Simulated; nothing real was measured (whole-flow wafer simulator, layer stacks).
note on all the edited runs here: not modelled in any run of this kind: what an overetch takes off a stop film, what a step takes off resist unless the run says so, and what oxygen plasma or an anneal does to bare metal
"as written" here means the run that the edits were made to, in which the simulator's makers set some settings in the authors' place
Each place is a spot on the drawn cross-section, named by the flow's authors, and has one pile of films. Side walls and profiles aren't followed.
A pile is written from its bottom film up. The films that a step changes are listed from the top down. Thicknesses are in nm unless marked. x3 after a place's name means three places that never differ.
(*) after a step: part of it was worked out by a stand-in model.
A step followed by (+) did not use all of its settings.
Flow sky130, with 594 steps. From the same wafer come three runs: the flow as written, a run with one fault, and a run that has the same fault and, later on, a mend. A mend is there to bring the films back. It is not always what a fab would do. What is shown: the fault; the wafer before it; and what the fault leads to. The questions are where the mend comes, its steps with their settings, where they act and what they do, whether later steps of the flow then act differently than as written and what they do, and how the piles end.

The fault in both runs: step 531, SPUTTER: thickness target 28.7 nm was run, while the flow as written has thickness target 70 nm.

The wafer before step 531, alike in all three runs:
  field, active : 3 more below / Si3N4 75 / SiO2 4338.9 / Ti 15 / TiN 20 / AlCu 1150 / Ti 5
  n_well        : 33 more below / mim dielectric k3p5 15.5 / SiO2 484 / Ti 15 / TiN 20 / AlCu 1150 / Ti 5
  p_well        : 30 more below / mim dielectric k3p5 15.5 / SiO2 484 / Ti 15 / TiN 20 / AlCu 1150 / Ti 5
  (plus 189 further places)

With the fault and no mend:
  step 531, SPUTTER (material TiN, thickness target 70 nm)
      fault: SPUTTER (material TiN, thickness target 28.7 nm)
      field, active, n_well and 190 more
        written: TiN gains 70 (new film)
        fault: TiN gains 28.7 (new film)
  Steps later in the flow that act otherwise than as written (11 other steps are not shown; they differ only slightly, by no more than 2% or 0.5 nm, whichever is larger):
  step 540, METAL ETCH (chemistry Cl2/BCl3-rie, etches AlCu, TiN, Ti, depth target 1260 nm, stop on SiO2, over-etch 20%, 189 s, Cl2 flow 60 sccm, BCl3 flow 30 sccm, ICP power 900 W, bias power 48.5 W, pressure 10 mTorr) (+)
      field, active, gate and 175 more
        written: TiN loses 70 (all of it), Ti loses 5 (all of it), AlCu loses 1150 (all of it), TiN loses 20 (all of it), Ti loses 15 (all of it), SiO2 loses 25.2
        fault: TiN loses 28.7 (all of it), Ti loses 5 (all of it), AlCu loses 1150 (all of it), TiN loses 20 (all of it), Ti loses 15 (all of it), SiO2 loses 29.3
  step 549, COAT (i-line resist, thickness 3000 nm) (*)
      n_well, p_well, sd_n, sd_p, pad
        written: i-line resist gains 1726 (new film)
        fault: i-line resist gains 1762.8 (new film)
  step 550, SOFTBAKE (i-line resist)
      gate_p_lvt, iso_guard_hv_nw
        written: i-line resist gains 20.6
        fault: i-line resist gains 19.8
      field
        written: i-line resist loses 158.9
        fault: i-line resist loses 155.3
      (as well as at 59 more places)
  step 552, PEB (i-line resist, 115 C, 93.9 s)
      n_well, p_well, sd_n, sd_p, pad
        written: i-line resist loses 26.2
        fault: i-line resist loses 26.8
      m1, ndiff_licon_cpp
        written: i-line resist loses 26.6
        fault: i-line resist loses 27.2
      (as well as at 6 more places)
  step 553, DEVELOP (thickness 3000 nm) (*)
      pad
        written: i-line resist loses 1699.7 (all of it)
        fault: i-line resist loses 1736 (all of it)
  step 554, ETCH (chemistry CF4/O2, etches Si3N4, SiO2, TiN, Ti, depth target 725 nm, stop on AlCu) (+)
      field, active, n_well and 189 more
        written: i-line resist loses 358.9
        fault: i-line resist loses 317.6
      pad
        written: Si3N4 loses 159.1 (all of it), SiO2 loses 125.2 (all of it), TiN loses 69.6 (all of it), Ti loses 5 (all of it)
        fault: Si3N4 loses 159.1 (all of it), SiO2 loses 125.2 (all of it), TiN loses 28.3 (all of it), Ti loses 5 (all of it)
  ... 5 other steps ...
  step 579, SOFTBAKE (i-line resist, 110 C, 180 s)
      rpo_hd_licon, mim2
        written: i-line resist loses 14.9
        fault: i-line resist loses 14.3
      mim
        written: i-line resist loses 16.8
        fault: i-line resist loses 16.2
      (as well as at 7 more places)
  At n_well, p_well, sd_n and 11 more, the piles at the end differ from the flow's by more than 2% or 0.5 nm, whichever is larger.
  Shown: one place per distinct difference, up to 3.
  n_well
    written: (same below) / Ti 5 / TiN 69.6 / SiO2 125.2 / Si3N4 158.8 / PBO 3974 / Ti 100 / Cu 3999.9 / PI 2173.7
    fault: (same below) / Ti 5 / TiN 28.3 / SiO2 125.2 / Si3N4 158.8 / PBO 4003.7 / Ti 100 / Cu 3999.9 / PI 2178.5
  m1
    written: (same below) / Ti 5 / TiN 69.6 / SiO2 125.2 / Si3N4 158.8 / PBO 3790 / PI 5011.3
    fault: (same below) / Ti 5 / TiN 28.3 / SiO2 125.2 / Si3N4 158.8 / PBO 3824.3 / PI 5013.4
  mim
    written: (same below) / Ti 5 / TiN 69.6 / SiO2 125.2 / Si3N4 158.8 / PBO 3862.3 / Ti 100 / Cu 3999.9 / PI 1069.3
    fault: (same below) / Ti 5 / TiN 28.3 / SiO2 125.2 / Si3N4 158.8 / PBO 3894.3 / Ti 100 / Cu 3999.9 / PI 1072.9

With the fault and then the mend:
  The mend stands after step 531.
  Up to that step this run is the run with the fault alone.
  step 531a, SPUTTER (material TiN, thickness target 41.3 nm) (the flow's step 531, run once more with other settings)
      field, active, n_well and 190 more
        TiN gains 41.3
  None of the later steps of the flow acts differently than as written at any place that is followed.
  By the end, the piles equal the flow's at every place that both follow.
